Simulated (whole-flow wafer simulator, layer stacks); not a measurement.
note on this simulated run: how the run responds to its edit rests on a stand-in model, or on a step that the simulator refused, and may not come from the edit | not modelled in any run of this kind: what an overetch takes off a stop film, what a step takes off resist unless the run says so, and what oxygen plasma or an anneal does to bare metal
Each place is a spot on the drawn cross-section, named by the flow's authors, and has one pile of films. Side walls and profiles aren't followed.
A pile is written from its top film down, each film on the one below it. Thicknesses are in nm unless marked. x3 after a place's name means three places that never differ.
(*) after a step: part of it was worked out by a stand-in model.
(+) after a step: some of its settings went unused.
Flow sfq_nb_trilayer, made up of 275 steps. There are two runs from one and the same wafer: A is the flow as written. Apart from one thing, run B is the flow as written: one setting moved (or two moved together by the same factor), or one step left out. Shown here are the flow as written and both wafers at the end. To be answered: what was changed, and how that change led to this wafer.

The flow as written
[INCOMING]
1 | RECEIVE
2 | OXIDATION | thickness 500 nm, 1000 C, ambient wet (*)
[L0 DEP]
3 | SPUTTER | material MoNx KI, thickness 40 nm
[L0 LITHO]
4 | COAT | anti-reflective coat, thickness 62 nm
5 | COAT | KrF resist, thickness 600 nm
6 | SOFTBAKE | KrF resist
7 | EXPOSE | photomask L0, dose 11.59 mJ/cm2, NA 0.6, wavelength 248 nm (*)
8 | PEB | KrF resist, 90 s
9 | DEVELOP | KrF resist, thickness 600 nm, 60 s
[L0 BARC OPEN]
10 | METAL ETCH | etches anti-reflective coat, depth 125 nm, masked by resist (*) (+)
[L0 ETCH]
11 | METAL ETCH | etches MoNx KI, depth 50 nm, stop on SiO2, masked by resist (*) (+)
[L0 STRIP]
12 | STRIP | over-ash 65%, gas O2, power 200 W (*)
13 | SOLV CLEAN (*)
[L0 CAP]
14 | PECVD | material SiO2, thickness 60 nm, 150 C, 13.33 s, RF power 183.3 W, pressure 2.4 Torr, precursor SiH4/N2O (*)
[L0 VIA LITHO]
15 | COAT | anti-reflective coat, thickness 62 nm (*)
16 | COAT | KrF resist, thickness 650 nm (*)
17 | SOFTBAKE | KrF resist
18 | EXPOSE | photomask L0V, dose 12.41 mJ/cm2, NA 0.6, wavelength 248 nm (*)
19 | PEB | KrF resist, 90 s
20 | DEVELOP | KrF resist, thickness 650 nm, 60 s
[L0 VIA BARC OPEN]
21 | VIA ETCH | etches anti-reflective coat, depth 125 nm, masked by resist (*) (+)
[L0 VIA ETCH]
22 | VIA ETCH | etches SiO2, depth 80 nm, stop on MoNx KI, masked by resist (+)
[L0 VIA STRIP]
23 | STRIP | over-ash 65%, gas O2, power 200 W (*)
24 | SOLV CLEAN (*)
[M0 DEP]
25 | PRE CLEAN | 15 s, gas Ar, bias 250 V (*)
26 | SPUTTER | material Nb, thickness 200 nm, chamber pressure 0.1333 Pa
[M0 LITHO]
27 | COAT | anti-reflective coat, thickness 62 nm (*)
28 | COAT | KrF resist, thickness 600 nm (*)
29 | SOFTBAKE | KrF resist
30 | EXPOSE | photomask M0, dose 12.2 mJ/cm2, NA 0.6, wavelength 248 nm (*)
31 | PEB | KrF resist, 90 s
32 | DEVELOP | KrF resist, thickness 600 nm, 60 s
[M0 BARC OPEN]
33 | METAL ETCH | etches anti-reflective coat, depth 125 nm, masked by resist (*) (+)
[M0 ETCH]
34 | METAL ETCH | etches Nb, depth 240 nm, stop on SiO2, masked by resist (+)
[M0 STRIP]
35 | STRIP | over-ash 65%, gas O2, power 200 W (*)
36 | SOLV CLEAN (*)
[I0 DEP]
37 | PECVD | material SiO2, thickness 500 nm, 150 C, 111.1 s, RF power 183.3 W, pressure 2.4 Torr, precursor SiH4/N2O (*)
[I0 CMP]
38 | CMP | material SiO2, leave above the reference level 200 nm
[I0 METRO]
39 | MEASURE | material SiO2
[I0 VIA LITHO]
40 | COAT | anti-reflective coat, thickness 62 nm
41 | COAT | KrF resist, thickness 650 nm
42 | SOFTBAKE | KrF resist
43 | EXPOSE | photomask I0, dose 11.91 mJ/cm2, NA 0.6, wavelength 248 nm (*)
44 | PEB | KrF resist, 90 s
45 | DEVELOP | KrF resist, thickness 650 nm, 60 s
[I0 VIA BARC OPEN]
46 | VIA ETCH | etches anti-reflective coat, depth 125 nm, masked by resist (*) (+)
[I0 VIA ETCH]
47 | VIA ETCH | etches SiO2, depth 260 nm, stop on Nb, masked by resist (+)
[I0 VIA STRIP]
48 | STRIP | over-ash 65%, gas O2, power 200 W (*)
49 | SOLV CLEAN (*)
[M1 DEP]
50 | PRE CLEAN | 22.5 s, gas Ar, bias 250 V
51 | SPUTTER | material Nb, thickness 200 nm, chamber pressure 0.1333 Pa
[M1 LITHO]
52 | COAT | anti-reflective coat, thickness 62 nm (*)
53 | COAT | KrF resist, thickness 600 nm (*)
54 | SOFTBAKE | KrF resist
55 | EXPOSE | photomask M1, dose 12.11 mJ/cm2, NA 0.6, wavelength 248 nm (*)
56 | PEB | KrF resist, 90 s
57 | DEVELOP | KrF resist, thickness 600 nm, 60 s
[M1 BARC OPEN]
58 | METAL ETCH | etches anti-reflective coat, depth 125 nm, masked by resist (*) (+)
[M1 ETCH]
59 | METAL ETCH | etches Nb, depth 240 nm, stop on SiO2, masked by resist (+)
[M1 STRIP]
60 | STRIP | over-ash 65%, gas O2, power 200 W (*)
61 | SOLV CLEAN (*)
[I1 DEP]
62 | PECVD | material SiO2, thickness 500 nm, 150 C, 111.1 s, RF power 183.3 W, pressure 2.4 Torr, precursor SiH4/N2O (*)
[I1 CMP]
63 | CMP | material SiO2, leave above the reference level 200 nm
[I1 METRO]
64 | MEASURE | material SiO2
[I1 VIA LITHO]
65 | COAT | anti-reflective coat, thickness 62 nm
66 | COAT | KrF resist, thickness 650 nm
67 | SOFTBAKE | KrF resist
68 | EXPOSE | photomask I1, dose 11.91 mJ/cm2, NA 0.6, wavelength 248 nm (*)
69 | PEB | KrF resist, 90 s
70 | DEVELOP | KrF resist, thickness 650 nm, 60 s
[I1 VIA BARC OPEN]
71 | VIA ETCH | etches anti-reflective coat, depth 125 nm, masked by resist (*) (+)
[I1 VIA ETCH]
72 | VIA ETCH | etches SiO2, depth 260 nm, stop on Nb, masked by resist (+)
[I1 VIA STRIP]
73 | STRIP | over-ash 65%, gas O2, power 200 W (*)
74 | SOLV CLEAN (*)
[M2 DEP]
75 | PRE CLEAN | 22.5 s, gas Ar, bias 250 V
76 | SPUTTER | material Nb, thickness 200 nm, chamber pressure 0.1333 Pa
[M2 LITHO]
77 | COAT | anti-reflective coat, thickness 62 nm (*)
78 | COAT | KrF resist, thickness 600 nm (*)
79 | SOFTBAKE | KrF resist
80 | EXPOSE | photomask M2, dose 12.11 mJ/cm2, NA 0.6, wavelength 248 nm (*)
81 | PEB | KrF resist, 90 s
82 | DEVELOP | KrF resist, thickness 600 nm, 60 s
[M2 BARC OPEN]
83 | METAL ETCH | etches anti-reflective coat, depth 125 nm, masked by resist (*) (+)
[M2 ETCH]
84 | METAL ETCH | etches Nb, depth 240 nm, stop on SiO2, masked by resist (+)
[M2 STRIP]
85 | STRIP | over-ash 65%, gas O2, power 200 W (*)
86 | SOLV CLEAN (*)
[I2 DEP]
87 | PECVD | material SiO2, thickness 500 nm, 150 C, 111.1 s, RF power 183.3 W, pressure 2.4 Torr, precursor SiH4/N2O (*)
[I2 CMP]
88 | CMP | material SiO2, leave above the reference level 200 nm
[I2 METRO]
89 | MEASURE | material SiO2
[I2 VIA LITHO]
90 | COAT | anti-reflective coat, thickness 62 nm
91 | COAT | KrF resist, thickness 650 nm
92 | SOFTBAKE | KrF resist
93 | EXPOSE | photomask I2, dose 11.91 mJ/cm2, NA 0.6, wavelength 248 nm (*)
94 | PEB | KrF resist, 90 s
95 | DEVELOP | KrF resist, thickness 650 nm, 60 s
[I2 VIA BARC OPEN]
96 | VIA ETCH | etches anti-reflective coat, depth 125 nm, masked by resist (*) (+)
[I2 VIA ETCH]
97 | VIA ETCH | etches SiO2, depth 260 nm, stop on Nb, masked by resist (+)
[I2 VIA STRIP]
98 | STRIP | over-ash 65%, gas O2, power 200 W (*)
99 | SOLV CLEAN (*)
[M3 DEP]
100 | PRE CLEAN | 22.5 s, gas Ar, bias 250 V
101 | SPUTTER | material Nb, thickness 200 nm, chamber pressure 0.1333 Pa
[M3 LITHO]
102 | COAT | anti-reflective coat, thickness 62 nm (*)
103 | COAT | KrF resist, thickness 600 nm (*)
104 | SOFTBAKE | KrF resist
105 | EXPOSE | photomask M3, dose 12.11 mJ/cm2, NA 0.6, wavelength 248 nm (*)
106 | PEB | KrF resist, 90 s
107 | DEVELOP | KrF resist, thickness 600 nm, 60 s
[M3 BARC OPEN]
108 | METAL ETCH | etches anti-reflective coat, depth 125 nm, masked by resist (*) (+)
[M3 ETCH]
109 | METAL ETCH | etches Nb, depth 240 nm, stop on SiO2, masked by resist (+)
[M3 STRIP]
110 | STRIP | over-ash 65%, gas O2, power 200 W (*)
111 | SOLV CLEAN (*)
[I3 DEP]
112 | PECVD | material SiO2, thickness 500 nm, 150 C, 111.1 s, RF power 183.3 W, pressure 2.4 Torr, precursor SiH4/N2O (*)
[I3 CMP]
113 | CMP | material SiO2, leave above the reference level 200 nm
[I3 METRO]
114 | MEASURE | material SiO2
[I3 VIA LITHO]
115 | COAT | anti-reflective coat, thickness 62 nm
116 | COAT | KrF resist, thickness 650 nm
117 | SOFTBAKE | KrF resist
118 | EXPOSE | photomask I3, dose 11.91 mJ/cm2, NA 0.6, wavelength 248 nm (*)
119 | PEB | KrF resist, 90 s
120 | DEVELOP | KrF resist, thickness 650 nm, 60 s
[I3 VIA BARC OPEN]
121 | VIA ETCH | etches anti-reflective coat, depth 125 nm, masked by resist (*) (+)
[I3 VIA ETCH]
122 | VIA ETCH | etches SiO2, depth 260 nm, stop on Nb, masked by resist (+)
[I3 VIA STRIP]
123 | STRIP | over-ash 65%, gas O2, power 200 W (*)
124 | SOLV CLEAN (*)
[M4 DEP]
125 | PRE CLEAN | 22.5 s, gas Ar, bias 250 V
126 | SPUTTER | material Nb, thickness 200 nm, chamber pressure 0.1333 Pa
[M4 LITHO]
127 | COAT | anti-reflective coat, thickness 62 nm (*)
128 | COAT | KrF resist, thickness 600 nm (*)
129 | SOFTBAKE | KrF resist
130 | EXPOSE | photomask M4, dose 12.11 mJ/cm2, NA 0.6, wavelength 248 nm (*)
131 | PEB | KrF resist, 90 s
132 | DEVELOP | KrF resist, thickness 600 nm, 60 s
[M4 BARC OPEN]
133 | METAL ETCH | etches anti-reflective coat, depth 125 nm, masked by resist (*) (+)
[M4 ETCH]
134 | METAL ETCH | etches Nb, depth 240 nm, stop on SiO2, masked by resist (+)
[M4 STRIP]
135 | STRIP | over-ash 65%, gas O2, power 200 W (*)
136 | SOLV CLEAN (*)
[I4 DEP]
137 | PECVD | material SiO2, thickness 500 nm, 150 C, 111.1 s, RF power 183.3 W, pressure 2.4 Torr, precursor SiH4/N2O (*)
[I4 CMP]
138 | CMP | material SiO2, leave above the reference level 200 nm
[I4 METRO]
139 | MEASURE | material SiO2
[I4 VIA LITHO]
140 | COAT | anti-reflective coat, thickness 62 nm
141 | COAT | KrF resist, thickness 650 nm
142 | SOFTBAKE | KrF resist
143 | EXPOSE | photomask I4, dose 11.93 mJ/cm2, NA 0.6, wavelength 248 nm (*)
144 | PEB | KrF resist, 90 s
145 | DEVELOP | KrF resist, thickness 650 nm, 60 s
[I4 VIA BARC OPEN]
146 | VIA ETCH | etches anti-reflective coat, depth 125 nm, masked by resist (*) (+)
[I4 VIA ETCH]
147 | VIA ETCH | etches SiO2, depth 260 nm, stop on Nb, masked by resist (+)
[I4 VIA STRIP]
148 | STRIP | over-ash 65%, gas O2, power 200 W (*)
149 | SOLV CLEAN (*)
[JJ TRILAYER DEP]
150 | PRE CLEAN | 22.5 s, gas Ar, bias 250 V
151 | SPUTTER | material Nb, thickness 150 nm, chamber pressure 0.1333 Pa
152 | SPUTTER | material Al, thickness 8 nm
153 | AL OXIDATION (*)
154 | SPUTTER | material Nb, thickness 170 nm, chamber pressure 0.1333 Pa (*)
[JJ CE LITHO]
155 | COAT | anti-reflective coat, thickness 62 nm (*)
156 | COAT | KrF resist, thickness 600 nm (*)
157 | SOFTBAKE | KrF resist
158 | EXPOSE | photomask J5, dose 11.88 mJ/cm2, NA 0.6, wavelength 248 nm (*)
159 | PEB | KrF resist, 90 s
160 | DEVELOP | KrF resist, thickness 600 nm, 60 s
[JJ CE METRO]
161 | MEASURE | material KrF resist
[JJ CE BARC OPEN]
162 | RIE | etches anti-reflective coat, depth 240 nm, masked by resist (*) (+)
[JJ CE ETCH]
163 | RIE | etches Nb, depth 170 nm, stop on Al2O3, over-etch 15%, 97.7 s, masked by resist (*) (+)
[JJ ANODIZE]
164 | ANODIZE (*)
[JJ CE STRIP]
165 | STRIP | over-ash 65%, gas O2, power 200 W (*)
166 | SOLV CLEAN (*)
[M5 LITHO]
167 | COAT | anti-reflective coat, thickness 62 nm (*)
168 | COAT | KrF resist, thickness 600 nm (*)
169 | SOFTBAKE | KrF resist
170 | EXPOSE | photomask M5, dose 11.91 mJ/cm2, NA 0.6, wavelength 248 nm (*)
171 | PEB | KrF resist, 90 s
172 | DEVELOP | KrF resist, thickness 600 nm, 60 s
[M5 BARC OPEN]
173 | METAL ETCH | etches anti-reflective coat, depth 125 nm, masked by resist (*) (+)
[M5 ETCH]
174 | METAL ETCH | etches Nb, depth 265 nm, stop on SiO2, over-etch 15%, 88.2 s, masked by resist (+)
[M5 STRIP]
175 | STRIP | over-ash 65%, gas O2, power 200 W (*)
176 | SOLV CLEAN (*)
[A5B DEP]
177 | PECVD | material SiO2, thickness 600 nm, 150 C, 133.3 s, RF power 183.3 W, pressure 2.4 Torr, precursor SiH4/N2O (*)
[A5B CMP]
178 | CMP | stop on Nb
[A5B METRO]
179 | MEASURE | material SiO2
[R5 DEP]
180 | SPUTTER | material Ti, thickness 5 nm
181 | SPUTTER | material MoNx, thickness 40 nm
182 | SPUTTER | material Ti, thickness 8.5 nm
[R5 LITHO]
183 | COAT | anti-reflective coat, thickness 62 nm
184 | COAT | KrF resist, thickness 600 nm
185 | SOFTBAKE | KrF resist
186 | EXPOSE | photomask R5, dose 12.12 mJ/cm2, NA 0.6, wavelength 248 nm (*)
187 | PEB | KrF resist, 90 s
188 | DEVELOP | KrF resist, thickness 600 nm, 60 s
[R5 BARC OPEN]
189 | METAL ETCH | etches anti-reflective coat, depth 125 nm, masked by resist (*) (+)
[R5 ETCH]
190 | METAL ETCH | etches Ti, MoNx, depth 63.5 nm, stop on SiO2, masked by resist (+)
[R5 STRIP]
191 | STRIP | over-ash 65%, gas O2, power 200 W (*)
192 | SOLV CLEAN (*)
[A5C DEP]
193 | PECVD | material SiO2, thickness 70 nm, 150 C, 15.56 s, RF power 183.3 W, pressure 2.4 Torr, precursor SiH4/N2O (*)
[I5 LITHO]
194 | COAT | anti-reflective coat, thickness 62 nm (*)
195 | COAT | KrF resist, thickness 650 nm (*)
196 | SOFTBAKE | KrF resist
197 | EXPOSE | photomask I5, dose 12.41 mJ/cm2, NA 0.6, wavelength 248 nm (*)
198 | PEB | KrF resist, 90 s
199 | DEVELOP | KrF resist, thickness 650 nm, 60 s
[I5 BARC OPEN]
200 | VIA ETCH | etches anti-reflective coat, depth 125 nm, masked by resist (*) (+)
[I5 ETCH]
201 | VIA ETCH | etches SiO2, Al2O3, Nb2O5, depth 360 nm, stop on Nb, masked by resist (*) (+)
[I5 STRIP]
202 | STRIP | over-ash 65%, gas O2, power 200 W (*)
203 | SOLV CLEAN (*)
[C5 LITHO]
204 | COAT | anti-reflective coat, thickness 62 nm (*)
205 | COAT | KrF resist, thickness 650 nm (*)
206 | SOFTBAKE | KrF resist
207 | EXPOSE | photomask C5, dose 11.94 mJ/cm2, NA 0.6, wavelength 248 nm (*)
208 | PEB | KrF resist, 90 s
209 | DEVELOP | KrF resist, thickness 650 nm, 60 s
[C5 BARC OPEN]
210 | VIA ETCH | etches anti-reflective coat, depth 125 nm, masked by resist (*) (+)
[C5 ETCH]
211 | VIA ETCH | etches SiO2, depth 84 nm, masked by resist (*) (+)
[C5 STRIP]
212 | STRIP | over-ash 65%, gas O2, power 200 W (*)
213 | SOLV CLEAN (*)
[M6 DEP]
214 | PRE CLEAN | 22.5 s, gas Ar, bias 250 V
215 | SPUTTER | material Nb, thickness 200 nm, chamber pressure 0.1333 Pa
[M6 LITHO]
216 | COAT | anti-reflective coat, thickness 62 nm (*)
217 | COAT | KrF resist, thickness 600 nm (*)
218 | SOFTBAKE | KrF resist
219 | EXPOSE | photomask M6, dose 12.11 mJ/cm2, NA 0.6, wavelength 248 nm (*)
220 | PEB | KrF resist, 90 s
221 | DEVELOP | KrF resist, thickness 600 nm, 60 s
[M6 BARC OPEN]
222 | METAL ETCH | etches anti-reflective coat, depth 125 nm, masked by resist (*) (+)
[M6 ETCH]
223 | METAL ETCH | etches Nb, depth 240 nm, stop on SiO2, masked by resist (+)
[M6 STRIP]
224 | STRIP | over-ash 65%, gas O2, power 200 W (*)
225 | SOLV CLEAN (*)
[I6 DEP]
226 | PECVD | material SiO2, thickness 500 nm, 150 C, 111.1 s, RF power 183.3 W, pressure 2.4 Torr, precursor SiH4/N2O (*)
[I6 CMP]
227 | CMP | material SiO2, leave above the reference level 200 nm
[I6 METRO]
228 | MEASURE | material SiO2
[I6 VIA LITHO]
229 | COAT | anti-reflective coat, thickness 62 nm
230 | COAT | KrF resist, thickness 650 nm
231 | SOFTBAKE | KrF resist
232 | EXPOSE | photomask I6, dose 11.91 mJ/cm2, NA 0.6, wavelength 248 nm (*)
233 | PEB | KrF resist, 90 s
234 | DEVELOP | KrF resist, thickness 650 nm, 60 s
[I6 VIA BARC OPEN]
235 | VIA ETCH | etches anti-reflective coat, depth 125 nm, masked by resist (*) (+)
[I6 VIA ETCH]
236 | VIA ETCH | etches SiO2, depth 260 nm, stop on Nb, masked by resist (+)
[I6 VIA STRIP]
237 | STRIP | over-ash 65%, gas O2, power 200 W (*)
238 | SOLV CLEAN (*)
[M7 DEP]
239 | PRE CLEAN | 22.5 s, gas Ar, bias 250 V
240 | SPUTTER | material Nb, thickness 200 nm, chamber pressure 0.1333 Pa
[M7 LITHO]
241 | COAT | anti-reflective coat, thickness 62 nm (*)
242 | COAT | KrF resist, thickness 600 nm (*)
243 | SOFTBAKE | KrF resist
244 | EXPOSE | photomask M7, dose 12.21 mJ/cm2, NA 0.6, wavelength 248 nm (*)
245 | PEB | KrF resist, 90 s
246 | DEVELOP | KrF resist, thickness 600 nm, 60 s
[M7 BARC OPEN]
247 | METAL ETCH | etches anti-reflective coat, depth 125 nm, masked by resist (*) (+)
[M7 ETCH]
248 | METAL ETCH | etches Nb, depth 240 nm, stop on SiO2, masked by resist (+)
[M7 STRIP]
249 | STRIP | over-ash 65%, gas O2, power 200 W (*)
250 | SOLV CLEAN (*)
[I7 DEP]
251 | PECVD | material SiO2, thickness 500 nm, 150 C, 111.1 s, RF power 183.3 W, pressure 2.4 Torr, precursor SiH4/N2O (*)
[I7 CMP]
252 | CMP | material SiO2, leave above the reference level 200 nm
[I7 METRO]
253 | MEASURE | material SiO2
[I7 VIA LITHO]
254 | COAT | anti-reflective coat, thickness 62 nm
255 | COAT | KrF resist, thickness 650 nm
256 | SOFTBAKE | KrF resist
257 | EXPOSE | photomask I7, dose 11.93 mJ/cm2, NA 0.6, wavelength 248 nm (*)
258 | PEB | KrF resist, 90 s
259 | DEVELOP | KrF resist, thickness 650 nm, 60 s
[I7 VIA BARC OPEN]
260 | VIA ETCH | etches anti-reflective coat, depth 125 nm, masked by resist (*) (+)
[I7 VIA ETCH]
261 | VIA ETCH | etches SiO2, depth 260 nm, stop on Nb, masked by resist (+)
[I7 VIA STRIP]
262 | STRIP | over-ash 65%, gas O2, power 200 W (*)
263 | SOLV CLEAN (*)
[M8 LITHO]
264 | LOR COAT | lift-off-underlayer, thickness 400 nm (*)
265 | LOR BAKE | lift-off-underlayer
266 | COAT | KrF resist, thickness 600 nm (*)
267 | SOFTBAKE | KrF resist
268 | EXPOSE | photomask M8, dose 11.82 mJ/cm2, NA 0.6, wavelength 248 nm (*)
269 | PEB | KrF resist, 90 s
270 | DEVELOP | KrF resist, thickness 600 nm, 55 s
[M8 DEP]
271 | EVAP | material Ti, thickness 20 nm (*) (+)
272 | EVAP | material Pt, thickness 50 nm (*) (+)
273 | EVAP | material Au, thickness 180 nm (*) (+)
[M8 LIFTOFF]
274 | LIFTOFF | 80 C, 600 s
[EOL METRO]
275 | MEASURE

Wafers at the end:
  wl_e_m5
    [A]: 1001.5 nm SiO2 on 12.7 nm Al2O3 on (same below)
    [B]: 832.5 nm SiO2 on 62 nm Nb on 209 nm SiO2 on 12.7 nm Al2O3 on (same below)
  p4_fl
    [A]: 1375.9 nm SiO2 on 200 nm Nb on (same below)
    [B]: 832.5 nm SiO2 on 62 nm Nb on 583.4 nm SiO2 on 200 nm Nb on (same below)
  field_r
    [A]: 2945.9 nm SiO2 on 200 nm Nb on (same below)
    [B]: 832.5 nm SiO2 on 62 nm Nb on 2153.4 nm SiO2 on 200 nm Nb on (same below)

What caused this: step 215, SPUTTER: thickness 302 nm was run, whereas the flow has thickness 200 nm.

How this came from the change, step by step:
  215 | SPUTTER | material Nb, thickness 200 nm, chamber pressure 0.1333 Pa
      field_l, v_sur, via_wl and 100 more: A +200 Nb (new film) | B +302 Nb (new film)
      be: A +147.3 Nb | B +220.8 Nb
      (as well as at 2 more places)
  216 | COAT | anti-reflective coat, thickness 62 nm (*)
      be: A +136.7 anti-reflective coat (new film) | B +146.8 anti-reflective coat (new film)
      be_sur: A +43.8 anti-reflective coat (new film) | B +44.7 anti-reflective coat (new film)
      (as well as at 1 more place)
  223 | METAL ETCH | etches Nb, depth 240 nm, stop on SiO2, masked by resist (+)
      field_l, gap, moat and 76 more: A -200 Nb (all of it) | B -240 Nb
  224 | STRIP | over-ash 65%, gas O2, power 200 W (*)
      be: A -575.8 KrF resist (all of it), -136.7 anti-reflective coat (all of it) | B -591.6 KrF resist (all of it), -146.8 anti-reflective coat (all of it)
      be_sur: A -371.2 KrF resist (all of it), -43.8 anti-reflective coat (all of it) | B -368.8 KrF resist (all of it), -44.7 anti-reflective coat (all of it)
      (as well as at 1 more place)
  226 | PECVD | material SiO2, thickness 500 nm, 150 C, 111.1 s, RF power 183.3 W, pressure 2.4 Torr, precursor SiH4/N2O (*)
      field_l, p4_fl, p4_fm and 62 more: A +500 SiO2 | B +500 SiO2 (new film)
      moat, field_r, lsp_l, ln_m5, lsp_m: A +493.6 SiO2 | B +492.3 SiO2 (new film)
      (as well as at 10 more places)
  227 | CMP | material SiO2, leave above the reference level 200 nm
      field_l, p4_fl, p4_fm and 59 more: A -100 SiO2 | B -60 SiO2
      moat, field_r, lsp_l, ln_m5, lsp_m: A -93.6 SiO2 | B -52.3 SiO2
      (as well as at 9 more places)
With metal films that touch counted as one body, wl_e_m5 has 7 bodies (between them, from the top down: SiO2 209 / Al2O3 12.7 / Nb2O5 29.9; SiO2 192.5; SiO2 192.5; SiO2 192.5; SiO2 192.5; SiO2 192.5); the flow as written gives 6 bodies (between them, from the top down: SiO2 192.5; SiO2 192.5; SiO2 192.5; SiO2 192.5; SiO2 192.5).
With metal films that touch counted as one body, p4_fl has 3 bodies (between them, from the top down: SiO2 583.4; SiO2 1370); the flow as written gives 2 bodies (between them, from the top down: SiO2 1370).
With metal films that touch counted as one body, field_r has 2 bodies (between them, from the top down: SiO2 2153.4); the flow as written gives 1 body.
